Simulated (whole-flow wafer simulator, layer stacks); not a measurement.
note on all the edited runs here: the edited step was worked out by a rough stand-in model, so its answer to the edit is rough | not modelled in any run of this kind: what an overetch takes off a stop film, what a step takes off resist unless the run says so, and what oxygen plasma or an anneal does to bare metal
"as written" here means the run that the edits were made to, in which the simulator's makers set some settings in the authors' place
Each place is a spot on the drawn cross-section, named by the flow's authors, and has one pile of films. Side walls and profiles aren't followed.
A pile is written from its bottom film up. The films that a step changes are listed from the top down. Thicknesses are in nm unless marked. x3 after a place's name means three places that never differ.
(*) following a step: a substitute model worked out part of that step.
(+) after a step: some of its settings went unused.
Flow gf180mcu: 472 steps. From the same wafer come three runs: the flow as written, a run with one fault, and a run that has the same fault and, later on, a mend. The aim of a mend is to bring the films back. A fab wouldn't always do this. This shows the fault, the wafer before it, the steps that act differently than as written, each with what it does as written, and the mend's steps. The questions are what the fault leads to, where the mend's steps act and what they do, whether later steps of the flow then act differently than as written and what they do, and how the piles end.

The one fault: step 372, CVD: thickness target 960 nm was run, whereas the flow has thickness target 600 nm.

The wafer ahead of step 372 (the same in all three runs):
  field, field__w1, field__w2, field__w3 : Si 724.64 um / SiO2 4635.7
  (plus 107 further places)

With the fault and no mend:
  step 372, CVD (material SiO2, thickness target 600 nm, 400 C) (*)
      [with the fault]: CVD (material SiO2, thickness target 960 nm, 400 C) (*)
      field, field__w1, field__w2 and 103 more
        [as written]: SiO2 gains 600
        [with the fault]: SiO2 gains 960
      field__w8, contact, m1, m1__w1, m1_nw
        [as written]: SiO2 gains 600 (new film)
        [with the fault]: SiO2 gains 960 (new film)
  Later steps of the flow acting differently than as written:
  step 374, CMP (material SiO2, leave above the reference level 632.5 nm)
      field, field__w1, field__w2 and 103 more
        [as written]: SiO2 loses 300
        [with the fault]: SiO2 loses 660
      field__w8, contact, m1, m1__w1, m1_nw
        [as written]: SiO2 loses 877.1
        [with the fault]: SiO2 loses 1237.1
  At every place that both follow, the piles at the end match the flow's.

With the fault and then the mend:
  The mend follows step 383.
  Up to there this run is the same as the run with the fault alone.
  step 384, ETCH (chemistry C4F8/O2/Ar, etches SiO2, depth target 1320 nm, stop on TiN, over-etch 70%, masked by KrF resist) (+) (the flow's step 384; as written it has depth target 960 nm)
      field, field__w1, field__w2 and 107 more
        KrF resist loses 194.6
      contact
        SiO2 loses 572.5 (all of it)
  None of the later steps of the flow differs from how it acts as written, at any place that is followed, by more than 2% or 0.5 nm, whichever is larger.
  At every place that both follow, the piles at the end match the flow's.
